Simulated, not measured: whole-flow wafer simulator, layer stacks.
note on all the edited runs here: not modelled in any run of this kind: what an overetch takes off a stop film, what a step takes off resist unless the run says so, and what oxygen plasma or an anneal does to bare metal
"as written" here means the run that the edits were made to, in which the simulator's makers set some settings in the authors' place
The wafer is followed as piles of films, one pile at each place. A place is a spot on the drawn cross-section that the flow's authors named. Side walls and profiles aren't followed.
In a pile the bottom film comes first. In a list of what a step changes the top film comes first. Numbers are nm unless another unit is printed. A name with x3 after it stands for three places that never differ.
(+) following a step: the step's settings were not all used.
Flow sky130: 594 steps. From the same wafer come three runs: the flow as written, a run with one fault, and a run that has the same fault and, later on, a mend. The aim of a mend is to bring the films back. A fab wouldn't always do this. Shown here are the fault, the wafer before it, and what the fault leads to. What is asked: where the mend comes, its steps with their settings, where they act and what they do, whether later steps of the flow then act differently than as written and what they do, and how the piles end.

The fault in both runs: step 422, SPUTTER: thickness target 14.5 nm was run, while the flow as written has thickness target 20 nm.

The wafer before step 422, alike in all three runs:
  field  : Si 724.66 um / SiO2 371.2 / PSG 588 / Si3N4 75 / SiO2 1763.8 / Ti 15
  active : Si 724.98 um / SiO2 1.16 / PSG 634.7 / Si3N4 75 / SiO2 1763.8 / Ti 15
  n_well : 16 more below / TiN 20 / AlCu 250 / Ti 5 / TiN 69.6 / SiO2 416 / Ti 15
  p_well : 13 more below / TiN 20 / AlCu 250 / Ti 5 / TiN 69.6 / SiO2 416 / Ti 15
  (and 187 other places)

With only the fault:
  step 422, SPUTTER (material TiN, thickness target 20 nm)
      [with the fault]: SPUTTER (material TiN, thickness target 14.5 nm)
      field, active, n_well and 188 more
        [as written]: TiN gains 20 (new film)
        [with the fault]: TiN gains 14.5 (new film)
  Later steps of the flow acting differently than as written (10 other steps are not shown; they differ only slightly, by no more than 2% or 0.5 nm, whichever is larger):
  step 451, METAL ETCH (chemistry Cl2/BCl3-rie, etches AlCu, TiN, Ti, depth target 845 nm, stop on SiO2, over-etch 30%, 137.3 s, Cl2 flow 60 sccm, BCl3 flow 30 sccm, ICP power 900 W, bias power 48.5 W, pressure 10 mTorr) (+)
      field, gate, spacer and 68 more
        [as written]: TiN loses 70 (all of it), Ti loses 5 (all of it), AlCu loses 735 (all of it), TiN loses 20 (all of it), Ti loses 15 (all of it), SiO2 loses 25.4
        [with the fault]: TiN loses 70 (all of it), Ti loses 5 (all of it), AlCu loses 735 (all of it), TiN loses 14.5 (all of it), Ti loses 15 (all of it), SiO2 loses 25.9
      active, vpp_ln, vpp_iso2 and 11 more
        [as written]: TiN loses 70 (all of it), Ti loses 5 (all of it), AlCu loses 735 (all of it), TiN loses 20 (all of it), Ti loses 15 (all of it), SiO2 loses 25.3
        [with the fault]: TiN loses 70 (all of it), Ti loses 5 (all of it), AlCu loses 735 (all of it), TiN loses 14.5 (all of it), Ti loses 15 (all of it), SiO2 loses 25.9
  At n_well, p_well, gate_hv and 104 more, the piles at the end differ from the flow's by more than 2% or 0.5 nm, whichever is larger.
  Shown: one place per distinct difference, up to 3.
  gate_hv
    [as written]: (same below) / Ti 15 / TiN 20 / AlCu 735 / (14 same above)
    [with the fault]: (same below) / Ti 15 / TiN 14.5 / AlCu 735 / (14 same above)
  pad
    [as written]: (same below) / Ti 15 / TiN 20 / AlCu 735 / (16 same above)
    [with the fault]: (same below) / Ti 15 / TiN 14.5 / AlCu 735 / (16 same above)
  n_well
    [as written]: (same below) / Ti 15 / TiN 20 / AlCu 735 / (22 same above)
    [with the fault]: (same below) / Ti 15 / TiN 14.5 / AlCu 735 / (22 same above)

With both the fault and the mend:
  The mend stands after step 422.
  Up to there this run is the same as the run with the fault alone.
  step 422a, SPUTTER (material TiN, thickness target 5.5 nm) (the flow's step 422 again, with other settings)
      field, active, n_well and 188 more
        TiN gains 5.5
  Later steps of the flow that are run all act as written at every place that is followed.
  At every place that both follow, the piles at the end match the flow's.
